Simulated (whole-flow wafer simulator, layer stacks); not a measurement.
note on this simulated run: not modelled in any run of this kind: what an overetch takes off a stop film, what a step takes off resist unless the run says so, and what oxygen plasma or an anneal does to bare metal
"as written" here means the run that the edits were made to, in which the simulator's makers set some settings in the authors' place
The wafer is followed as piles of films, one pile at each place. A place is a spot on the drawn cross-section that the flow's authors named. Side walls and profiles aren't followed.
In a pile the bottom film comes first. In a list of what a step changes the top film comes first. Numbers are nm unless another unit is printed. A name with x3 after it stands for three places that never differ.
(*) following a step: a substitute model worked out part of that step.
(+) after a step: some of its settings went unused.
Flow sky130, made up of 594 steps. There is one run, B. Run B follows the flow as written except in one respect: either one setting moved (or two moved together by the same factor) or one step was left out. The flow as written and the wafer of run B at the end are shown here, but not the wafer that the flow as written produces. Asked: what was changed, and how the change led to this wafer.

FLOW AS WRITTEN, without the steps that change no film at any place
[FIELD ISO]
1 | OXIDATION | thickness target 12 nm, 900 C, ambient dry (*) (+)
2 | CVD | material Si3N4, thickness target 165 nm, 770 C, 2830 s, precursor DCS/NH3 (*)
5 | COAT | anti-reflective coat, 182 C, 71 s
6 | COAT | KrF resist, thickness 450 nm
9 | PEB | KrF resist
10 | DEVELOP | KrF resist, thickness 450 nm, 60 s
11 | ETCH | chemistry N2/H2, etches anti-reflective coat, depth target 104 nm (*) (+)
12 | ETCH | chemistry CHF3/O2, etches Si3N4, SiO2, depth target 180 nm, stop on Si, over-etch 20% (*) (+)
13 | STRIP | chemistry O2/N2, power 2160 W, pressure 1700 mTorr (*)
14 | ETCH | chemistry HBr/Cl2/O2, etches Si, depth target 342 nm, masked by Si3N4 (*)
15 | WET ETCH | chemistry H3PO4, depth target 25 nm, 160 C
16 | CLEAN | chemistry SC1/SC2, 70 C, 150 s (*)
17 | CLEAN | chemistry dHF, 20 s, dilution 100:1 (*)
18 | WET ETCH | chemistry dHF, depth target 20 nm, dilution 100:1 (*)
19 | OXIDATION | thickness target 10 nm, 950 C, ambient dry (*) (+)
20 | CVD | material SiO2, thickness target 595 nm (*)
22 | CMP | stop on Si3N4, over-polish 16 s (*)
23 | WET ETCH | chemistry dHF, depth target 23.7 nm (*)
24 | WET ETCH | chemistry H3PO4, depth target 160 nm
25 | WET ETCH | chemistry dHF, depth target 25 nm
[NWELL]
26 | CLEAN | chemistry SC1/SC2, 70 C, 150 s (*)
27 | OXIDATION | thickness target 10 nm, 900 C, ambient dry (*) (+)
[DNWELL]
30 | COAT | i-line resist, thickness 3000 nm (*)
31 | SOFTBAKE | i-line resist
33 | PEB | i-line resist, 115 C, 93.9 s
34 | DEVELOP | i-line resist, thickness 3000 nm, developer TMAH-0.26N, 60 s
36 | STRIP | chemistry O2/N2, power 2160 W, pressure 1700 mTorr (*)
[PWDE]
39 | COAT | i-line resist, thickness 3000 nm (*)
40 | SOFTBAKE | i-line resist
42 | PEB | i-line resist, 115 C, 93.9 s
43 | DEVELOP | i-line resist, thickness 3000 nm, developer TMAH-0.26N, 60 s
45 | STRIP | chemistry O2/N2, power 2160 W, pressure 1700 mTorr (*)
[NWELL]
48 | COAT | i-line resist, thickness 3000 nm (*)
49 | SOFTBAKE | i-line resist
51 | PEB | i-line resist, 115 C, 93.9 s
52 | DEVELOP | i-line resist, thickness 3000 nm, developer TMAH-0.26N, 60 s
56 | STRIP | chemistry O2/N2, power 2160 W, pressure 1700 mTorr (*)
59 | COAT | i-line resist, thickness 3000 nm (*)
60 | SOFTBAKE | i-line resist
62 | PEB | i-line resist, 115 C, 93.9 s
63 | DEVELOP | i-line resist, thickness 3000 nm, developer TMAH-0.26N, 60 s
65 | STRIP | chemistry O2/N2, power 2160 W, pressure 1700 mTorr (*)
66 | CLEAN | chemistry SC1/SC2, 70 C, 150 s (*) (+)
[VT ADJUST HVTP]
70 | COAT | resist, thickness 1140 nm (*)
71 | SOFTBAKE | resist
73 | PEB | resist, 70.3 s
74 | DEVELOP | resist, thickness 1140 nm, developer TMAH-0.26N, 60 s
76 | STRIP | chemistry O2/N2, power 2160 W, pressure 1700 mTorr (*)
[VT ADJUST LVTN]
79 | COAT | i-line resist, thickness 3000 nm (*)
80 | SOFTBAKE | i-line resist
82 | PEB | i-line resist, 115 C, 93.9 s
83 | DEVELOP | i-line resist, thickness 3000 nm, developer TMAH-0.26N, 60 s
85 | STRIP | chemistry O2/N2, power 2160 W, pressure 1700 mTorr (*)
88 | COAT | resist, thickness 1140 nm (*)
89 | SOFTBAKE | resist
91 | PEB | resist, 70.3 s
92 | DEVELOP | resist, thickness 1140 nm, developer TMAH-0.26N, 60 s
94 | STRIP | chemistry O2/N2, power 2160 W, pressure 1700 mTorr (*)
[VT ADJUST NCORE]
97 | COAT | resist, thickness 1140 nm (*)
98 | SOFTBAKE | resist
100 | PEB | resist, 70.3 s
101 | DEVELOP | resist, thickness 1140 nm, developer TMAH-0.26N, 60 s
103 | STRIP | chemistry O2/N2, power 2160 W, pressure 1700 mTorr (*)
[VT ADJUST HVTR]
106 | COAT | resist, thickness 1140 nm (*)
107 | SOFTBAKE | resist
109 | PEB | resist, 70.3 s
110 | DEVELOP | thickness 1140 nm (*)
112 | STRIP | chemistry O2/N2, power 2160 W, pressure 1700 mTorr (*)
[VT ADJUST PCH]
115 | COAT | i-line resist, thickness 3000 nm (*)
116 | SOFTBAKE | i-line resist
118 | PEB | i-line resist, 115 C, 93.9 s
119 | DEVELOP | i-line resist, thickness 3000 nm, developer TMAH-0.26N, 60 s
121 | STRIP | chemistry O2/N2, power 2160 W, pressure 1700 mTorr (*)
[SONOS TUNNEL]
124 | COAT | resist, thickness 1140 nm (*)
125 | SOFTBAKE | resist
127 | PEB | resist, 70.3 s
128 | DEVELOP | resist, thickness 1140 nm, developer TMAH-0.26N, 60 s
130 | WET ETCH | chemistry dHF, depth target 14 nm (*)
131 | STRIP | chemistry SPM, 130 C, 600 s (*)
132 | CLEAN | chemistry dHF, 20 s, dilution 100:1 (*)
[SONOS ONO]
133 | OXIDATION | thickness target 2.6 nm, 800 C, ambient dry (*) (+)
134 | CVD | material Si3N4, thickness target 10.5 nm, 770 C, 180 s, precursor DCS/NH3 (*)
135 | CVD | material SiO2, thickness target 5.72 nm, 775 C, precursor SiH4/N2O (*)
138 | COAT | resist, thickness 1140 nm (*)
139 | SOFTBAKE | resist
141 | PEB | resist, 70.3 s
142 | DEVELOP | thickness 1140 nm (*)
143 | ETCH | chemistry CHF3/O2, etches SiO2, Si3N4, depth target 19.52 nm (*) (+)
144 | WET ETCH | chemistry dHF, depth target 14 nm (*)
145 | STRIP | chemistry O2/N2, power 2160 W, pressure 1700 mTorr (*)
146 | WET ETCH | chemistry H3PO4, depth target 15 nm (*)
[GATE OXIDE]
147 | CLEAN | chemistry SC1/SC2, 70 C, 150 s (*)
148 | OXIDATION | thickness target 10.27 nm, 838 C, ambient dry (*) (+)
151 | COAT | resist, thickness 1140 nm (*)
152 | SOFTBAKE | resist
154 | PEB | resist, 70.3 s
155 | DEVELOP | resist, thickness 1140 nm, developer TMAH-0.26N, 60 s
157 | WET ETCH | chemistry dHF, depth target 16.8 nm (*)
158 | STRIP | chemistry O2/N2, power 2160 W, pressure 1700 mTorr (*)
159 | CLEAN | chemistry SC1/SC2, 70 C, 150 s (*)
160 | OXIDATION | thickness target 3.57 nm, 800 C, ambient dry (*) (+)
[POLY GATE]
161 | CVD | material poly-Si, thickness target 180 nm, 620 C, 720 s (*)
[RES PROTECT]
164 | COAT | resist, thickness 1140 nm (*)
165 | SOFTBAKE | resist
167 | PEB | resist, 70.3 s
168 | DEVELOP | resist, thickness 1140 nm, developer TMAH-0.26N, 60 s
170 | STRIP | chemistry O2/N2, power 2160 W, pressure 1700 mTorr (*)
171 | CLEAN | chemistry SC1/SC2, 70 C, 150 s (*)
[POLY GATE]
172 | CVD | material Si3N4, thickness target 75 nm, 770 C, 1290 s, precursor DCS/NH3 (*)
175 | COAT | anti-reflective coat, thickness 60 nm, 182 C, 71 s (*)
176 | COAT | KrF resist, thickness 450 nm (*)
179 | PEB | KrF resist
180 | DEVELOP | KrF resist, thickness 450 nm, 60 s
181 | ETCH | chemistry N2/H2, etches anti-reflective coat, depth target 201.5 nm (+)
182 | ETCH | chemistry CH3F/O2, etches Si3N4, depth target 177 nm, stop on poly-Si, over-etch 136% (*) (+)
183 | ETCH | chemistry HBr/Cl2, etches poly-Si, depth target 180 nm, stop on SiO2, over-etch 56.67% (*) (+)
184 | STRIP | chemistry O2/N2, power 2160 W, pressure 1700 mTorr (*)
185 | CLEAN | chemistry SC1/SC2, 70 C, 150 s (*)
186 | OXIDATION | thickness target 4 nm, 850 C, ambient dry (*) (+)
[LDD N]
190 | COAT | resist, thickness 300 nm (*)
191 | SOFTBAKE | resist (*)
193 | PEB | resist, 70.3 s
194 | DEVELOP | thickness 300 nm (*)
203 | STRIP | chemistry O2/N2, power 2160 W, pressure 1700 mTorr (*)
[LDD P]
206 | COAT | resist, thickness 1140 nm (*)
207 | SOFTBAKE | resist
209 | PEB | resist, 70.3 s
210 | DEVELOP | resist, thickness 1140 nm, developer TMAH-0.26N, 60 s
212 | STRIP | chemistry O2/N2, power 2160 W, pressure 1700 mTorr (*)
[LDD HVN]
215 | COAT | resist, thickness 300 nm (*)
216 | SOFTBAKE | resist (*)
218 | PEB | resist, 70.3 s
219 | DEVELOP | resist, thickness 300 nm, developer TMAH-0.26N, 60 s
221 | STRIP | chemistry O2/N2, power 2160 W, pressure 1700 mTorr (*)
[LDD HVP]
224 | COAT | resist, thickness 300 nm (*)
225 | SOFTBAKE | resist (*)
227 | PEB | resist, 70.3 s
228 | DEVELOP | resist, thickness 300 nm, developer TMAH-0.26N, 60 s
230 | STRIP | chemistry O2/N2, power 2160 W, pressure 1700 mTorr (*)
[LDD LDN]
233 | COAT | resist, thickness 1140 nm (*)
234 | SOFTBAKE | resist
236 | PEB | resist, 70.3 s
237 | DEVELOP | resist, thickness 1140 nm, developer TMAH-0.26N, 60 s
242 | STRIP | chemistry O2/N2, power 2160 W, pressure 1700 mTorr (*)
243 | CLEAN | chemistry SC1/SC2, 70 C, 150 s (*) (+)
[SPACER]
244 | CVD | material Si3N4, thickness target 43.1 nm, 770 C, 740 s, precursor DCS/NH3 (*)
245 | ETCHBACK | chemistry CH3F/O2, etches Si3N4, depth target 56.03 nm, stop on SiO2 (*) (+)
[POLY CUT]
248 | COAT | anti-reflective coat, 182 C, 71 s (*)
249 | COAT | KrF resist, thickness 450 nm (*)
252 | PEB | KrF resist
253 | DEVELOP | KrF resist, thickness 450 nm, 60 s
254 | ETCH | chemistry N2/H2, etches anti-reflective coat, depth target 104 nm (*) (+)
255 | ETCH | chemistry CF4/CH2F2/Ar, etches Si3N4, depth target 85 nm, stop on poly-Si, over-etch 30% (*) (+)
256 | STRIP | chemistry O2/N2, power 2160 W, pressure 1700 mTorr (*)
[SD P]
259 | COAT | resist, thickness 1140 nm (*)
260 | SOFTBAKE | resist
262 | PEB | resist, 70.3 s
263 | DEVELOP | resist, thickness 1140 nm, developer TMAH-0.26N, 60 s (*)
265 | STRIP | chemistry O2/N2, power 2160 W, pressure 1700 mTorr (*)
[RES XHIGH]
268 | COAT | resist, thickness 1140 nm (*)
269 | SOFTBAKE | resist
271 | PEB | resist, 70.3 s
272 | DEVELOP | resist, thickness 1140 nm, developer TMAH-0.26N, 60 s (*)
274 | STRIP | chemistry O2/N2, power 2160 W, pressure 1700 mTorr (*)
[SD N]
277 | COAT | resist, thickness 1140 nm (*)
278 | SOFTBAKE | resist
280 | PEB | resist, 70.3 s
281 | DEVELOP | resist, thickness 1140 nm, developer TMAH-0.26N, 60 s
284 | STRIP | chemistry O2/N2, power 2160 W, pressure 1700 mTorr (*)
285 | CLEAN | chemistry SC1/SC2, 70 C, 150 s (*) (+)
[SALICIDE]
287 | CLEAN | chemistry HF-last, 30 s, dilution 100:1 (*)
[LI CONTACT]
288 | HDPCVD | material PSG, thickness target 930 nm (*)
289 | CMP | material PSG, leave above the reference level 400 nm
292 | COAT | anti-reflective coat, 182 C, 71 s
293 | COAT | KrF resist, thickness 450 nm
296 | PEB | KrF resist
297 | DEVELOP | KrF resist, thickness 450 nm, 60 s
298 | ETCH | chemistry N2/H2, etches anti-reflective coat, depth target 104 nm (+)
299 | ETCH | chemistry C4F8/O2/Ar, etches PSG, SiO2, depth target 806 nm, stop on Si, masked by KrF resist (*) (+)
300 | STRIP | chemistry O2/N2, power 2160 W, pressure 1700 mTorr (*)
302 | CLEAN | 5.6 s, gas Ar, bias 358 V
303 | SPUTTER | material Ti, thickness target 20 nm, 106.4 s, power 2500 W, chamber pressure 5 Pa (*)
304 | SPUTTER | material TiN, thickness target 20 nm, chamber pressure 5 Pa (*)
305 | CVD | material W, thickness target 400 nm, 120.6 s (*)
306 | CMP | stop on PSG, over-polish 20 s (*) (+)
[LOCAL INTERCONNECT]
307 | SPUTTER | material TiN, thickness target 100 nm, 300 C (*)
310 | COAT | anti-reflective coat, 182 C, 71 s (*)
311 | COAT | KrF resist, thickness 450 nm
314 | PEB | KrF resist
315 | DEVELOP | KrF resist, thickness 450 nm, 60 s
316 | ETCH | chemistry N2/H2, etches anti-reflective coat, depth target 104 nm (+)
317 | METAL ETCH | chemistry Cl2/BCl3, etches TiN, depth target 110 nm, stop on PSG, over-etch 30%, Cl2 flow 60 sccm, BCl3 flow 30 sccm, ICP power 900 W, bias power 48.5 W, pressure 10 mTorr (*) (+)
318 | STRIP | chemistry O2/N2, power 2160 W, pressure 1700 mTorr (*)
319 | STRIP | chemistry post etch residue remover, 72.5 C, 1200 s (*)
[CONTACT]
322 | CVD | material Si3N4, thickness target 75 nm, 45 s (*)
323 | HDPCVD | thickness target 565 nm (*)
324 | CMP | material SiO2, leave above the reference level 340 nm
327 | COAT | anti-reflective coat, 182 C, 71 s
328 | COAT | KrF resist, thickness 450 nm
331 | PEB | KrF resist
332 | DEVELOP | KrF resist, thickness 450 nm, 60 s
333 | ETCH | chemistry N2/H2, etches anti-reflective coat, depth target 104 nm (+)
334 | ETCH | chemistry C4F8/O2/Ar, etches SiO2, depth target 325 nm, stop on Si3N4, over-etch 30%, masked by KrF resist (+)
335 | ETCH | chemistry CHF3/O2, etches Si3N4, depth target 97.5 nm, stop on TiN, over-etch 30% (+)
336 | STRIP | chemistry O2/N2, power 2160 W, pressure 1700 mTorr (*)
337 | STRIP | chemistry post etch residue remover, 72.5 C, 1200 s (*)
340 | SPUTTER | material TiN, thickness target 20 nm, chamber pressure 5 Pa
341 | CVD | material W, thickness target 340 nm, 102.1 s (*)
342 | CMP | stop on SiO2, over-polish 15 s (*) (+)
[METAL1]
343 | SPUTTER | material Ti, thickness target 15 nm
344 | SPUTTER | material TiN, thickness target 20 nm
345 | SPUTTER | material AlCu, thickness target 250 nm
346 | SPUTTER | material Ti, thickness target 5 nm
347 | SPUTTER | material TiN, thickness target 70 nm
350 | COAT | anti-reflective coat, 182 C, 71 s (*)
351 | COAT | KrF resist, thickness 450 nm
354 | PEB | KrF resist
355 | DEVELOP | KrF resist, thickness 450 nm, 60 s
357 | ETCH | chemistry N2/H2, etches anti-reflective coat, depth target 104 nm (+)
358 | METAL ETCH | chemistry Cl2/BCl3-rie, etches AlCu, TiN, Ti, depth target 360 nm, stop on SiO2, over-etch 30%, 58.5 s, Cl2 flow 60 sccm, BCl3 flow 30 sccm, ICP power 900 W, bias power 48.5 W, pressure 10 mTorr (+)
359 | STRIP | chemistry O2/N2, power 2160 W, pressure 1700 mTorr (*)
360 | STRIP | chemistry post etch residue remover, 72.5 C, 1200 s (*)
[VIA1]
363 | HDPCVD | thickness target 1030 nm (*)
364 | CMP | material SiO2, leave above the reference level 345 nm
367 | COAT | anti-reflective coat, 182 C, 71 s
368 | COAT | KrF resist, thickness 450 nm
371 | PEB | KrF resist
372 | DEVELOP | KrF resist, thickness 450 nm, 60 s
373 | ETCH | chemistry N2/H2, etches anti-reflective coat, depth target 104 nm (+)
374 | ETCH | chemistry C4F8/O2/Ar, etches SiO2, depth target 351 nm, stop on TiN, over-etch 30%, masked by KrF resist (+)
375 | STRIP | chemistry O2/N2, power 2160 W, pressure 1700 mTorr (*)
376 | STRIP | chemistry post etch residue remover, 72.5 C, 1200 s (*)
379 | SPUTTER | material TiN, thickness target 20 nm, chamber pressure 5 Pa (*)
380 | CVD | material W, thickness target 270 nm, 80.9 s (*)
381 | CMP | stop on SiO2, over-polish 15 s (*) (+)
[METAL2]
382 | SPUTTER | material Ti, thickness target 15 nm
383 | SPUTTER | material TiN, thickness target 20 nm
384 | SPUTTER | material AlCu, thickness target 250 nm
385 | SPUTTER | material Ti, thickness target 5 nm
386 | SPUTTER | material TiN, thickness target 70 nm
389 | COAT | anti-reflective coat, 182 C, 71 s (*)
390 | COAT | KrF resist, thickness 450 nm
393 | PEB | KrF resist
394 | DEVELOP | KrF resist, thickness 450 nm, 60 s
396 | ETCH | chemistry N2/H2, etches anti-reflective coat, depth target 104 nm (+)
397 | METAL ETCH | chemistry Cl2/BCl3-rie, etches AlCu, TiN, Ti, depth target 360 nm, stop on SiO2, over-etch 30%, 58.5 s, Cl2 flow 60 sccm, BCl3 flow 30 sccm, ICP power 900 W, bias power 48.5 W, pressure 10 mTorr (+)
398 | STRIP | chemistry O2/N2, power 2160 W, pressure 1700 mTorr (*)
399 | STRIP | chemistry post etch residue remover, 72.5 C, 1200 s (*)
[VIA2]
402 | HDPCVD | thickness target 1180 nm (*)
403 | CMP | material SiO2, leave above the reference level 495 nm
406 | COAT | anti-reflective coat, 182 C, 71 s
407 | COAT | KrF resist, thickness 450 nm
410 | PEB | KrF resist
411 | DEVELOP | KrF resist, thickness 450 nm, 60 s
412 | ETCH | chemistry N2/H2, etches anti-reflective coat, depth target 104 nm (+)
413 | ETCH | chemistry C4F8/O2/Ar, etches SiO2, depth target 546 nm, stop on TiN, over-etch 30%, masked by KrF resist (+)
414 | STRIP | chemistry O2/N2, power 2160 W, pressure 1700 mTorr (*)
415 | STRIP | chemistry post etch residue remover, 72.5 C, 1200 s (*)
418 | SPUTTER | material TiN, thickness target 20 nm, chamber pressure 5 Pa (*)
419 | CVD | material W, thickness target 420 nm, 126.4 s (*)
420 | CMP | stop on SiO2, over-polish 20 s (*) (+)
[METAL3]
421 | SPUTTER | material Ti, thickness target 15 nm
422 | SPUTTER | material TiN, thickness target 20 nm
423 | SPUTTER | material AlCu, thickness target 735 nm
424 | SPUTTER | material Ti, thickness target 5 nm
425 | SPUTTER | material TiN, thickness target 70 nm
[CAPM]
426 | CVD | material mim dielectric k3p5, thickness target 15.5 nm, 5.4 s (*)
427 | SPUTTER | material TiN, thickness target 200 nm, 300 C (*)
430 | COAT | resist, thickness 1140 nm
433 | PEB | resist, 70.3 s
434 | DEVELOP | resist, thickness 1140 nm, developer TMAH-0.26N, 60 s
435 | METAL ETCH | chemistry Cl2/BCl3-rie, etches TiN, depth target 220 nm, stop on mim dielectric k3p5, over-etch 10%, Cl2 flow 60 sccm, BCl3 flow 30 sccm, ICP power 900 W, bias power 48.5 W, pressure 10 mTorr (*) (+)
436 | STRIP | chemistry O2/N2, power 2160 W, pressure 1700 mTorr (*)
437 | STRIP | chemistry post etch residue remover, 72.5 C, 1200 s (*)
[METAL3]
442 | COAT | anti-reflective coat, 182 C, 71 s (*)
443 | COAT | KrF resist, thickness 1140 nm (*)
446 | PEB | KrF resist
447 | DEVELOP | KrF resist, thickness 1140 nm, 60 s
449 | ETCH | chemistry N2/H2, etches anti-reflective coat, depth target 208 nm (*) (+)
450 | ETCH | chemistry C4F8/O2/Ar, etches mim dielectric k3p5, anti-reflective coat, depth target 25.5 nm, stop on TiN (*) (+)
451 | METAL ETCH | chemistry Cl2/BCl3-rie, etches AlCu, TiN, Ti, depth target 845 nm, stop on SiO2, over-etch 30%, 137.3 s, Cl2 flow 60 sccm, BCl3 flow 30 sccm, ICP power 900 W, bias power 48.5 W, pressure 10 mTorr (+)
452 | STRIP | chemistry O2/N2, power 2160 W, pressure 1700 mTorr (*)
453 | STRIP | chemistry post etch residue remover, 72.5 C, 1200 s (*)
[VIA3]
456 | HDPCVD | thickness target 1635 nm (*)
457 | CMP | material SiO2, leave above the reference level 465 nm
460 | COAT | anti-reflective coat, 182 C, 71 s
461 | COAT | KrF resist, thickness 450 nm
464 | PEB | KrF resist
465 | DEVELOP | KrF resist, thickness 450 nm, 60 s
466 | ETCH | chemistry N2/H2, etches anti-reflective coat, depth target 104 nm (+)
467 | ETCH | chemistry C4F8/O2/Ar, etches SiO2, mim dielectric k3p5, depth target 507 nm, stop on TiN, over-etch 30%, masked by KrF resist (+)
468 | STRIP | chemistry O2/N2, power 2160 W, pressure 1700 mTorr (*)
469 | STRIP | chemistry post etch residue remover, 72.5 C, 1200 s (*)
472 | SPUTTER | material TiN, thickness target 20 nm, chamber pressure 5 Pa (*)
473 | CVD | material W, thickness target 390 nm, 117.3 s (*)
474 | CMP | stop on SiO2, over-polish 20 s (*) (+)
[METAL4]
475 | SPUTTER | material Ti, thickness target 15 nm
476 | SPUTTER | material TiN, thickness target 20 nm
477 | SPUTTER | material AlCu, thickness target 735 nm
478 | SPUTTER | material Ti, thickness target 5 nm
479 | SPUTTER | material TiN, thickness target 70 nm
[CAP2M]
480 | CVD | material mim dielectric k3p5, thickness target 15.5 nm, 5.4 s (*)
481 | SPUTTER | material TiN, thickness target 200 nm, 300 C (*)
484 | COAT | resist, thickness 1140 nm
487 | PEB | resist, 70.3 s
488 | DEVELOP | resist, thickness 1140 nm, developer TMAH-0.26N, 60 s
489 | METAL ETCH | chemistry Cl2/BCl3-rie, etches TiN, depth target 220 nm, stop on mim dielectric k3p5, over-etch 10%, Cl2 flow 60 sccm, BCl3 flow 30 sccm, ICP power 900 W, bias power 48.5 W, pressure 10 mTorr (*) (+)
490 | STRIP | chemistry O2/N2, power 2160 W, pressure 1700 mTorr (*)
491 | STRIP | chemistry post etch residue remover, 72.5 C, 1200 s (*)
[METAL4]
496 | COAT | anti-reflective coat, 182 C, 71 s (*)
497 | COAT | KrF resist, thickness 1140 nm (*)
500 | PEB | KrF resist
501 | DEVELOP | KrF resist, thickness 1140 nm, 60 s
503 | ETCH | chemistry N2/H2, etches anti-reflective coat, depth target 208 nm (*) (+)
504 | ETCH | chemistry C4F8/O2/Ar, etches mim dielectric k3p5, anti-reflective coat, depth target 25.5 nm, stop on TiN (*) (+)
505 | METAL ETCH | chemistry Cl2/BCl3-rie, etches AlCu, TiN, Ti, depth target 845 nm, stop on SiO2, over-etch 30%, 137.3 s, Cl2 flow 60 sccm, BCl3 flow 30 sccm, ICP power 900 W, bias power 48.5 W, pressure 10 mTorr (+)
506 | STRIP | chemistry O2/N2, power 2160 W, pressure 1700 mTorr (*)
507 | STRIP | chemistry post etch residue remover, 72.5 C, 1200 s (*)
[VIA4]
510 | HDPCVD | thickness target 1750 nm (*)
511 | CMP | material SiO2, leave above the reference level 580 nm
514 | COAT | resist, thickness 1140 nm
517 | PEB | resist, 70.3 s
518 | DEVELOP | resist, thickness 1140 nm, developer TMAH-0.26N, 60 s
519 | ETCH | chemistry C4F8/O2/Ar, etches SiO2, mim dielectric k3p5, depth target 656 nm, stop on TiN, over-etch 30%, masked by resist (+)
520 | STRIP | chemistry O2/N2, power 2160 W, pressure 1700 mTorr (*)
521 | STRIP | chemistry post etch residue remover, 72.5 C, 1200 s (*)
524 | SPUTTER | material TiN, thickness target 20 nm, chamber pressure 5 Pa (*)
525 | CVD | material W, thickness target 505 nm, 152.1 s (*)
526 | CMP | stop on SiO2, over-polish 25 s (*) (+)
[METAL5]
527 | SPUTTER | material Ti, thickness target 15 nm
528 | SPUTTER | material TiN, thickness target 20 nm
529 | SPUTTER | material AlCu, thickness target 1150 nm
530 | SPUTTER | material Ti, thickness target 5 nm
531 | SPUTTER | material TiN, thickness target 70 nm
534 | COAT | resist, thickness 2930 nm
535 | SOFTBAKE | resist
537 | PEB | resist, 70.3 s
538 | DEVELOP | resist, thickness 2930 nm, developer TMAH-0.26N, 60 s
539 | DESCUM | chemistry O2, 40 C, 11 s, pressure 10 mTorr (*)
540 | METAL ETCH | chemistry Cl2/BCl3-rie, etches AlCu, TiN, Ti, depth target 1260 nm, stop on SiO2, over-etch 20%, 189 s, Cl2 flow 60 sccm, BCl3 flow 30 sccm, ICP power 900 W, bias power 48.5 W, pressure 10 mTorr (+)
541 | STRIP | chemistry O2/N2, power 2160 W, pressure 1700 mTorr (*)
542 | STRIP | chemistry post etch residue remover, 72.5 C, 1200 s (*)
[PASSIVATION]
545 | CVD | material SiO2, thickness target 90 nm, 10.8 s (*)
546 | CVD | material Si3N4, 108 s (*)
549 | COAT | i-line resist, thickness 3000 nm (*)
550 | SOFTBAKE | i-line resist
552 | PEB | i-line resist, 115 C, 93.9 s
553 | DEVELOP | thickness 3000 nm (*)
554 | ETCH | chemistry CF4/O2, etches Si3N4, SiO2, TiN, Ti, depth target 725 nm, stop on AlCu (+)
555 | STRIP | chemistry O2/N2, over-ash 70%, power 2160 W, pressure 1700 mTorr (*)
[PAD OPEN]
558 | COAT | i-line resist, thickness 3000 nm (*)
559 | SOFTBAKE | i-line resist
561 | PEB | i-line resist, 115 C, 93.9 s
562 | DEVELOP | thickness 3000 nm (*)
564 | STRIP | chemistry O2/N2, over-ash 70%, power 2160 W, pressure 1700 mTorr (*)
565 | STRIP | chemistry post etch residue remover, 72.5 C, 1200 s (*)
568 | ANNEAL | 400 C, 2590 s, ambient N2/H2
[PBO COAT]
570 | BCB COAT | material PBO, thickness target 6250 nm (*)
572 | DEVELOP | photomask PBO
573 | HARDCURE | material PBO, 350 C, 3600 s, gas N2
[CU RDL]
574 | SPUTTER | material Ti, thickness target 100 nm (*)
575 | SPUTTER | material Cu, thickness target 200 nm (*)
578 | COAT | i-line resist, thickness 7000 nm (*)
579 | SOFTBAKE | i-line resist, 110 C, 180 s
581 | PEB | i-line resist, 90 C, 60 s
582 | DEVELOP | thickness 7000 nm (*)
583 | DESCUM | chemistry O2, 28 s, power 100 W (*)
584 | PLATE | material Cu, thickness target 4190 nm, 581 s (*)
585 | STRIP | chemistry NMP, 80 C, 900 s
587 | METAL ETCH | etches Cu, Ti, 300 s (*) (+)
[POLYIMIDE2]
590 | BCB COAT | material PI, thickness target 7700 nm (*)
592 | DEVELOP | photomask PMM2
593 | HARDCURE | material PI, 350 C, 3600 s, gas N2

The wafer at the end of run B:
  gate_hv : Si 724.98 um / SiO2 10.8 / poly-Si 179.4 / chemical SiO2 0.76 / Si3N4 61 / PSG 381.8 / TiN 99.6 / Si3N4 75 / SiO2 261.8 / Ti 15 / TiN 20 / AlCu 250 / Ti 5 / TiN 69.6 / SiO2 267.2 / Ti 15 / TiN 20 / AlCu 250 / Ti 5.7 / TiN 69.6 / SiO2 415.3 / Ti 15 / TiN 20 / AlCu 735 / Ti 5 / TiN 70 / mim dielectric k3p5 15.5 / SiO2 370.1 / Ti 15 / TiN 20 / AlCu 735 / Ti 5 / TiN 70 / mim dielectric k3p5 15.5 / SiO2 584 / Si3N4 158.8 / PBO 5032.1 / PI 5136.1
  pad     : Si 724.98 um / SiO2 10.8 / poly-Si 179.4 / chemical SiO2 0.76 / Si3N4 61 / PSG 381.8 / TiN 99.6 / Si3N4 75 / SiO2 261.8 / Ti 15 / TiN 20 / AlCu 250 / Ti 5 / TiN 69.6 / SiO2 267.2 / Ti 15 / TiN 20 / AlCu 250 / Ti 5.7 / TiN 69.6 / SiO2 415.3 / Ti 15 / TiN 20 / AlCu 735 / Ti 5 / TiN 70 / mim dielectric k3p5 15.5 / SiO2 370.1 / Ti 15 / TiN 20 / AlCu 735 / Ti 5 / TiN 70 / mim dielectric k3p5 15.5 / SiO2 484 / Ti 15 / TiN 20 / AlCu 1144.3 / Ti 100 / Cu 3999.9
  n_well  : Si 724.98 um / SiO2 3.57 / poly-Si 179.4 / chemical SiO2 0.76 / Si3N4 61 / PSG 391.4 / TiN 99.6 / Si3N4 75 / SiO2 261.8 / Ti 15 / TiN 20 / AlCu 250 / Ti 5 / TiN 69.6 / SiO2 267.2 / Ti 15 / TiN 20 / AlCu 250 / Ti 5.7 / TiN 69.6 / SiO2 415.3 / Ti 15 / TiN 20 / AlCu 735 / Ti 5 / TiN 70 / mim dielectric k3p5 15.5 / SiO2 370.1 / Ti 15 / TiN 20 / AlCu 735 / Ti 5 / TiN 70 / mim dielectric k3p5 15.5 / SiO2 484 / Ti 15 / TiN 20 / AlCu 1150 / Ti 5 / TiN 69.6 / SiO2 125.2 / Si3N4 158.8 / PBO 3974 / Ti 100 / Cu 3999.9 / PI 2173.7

What caused this: step 385, SPUTTER: thickness target 5.7 nm was run, while the flow as written has thickness target 5 nm.
One can read it off the wafer: gate_hv has Ti 5.7, and step 385 as written asks for 5 nm.

The path from the change to this, step by step:
  385 | SPUTTER | material Ti, thickness target 5 nm
      field, active, n_well and 188 more: Ti gains 5.7 (new film) (in the flow as written it would be: Ti gains 5 (new film))
  397 | METAL ETCH | chemistry Cl2/BCl3-rie, etches AlCu, TiN, Ti, depth target 360 nm, stop on SiO2, over-etch 30%, 58.5 s, Cl2 flow 60 sccm, BCl3 flow 30 sccm, ICP power 900 W, bias power 48.5 W, pressure 10 mTorr (+)
      field, active, gate and 82 more: TiN loses 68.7 (all of it), Ti loses 5.7 (all of it), AlCu loses 250 (all of it), TiN loses 20 (all of it), Ti loses 15 (all of it), SiO2 loses 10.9 (in the flow as written it would be: TiN loses 68.7 (all of it), Ti loses 5 (all of it), AlCu loses 250 (all of it), TiN loses 20 (all of it), Ti loses 15 (all of it), SiO2 loses 10.9)
